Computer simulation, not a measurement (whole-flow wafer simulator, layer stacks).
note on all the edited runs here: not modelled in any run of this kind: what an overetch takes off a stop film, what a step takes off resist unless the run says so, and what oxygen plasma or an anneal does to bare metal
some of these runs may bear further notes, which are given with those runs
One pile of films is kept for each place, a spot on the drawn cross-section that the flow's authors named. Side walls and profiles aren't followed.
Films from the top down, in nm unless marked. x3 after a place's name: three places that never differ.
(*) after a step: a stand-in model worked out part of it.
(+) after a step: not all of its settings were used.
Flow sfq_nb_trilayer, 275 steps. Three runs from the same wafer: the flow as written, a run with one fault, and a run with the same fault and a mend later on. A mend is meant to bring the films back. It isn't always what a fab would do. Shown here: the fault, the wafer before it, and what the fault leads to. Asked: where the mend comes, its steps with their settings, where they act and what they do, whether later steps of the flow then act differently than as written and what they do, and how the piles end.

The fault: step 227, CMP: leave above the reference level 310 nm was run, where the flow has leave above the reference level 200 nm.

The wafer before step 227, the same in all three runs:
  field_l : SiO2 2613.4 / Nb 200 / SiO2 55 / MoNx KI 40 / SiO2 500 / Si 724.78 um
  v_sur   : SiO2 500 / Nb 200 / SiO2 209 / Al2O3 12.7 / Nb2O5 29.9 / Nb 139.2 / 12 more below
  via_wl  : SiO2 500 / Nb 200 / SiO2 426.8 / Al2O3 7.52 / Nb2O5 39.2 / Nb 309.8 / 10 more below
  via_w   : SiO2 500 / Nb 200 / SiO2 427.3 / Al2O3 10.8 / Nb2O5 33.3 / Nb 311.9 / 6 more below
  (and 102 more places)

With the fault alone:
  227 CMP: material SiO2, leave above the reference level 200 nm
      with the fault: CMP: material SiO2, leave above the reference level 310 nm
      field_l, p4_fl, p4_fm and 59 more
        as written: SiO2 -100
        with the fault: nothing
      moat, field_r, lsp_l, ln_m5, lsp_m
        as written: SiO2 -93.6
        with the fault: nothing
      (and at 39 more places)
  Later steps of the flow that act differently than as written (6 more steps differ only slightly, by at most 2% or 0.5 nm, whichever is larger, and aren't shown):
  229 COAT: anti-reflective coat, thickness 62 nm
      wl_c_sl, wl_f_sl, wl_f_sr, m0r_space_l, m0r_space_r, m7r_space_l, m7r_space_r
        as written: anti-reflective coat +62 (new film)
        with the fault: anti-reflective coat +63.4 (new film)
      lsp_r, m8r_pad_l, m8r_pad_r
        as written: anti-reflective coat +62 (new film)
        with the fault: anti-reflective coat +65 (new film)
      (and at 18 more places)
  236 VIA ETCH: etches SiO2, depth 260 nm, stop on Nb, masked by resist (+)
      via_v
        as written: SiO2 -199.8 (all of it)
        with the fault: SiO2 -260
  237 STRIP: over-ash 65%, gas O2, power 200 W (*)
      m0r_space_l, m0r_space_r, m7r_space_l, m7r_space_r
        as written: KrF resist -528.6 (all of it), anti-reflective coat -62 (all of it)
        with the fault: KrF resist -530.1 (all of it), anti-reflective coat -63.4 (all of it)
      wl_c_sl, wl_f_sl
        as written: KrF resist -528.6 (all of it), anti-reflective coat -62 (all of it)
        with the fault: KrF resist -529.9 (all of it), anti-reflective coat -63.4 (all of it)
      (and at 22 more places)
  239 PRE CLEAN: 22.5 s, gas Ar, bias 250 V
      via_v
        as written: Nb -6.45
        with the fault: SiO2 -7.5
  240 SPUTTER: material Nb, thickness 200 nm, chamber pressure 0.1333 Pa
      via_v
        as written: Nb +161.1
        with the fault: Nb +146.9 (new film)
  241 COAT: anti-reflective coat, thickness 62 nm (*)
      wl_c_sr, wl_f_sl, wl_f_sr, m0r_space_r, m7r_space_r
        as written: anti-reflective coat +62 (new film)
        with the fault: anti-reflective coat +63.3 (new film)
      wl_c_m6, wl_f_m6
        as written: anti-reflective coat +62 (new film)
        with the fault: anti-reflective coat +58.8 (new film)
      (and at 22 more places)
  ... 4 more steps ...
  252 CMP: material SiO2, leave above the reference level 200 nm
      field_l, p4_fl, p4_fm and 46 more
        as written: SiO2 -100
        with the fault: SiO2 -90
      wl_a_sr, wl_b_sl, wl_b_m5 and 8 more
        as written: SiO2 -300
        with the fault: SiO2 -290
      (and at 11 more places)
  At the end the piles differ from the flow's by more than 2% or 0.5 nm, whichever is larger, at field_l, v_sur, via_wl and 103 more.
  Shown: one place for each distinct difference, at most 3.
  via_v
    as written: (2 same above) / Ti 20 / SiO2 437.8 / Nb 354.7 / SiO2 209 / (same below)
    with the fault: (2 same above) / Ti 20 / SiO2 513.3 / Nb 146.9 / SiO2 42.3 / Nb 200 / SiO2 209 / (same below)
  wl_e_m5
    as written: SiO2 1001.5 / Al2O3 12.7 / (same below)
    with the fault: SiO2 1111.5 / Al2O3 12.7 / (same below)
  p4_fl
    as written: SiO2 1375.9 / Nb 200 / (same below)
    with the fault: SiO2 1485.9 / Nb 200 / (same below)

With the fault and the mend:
  The mend comes after step 228.
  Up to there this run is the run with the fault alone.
  228a CMP: material SiO2, leave above the reference level 200 nm (the flow's step 227 once more)
      field_l, p4_fl, p4_fm and 59 more
        SiO2 -100
      v_sur, via_wl, via_w and 33 more
        SiO2 -110
      moat, field_r, lsp_l, ln_m5, lsp_m
        SiO2 -93.6
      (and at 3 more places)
  No later step of the flow acts differently than as written at any place that is followed.
  At the end the piles are the same as the flow's at every place that both follow.
